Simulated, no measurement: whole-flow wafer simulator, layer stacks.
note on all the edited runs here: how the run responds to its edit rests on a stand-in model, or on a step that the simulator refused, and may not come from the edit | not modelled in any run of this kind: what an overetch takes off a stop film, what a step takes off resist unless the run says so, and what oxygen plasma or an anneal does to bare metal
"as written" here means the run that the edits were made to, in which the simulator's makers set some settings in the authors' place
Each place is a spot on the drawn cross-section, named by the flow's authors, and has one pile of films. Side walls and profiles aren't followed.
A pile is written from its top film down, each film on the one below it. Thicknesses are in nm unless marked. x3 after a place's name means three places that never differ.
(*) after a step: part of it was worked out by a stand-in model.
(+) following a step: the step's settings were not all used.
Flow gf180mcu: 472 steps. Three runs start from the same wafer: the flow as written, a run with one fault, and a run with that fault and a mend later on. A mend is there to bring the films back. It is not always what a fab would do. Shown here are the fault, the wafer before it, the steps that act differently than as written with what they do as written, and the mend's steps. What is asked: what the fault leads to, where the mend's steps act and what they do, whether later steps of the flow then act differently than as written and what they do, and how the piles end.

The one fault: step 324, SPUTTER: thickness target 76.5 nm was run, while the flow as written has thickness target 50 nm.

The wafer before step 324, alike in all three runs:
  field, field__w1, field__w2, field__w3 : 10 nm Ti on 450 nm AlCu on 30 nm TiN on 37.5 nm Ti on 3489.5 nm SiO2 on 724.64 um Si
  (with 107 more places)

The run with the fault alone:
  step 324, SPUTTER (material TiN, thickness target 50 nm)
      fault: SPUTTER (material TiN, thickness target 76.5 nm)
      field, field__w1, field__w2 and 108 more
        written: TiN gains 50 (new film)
        fault: TiN gains 76.5 (new film)
  Later steps of the flow acting differently than as written (3 other steps are not shown; they differ only slightly, by no more than 2% or 0.5 nm, whichever is larger):
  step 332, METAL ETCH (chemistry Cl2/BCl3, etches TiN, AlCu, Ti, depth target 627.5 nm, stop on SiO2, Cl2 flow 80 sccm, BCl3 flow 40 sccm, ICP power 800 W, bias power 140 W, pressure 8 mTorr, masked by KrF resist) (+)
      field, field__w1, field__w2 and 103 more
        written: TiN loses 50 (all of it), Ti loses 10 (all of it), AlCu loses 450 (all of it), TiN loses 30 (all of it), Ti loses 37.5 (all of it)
        fault: TiN loses 76.5 (all of it), Ti loses 10 (all of it), AlCu loses 450 (all of it), TiN loses 30 (all of it), Ti loses 37.5 (all of it)
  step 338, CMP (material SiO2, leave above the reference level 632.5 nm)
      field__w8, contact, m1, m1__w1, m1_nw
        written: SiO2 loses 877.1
        fault: SiO2 loses 903.6
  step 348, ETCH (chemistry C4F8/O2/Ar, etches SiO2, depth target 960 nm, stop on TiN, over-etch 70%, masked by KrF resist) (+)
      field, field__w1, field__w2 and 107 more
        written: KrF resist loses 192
        fault: KrF resist loses 185.6
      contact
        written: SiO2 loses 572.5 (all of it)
        fault: SiO2 loses 546 (all of it)
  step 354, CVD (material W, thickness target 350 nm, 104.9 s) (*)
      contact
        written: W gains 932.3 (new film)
        fault: W gains 905.5 (new film)
  The piles end different from the flow's at field__w8, contact, m1, m1__w1, m1_nw by more than 2% or 0.5 nm, whichever is larger.
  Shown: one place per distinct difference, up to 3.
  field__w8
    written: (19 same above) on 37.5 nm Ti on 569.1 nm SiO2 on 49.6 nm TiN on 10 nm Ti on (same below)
    fault: (19 same above) on 37.5 nm Ti on 542.6 nm SiO2 on 76.1 nm TiN on 10 nm Ti on (same below)
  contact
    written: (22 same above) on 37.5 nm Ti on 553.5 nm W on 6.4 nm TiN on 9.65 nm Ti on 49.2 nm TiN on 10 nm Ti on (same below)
    fault: (22 same above) on 37.5 nm Ti on 526.8 nm W on 6.5 nm TiN on 9.8 nm Ti on 75.7 nm TiN on 10 nm Ti on (same below)

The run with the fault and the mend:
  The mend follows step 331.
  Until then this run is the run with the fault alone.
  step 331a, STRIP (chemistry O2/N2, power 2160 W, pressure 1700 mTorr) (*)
      field__w8, contact, m1, m1__w1, m1_nw
        KrF resist loses 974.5 (all of it)
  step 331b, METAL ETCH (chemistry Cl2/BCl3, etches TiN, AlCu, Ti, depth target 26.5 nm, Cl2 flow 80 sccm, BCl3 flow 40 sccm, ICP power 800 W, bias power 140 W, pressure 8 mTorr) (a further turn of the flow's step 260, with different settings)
      field, field__w1, field__w2 and 108 more
        TiN loses 26.5
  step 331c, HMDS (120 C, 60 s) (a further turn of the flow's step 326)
      alters no film at any place that is followed
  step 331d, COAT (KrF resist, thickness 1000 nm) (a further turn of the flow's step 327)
      field, field__w1, field__w2 and 108 more
        KrF resist gains 1000 (new film)
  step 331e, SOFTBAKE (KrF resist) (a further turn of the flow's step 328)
      alters no film at any place that is followed
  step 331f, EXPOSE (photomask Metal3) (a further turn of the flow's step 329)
      alters no film at any place that is followed
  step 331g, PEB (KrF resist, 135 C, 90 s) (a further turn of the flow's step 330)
      field, field__w1, field__w2 and 108 more
        KrF resist loses 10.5
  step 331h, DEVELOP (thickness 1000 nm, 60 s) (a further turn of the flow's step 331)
      field, field__w1, field__w2 and 103 more
        KrF resist loses 989.5 (all of it)
      field__w8, contact, m1, m1__w1, m1_nw
        KrF resist loses 14.9
  Later steps of the flow that are run all act as written at every place that is followed.
  The piles end the same as the flow's at every place that both follow.
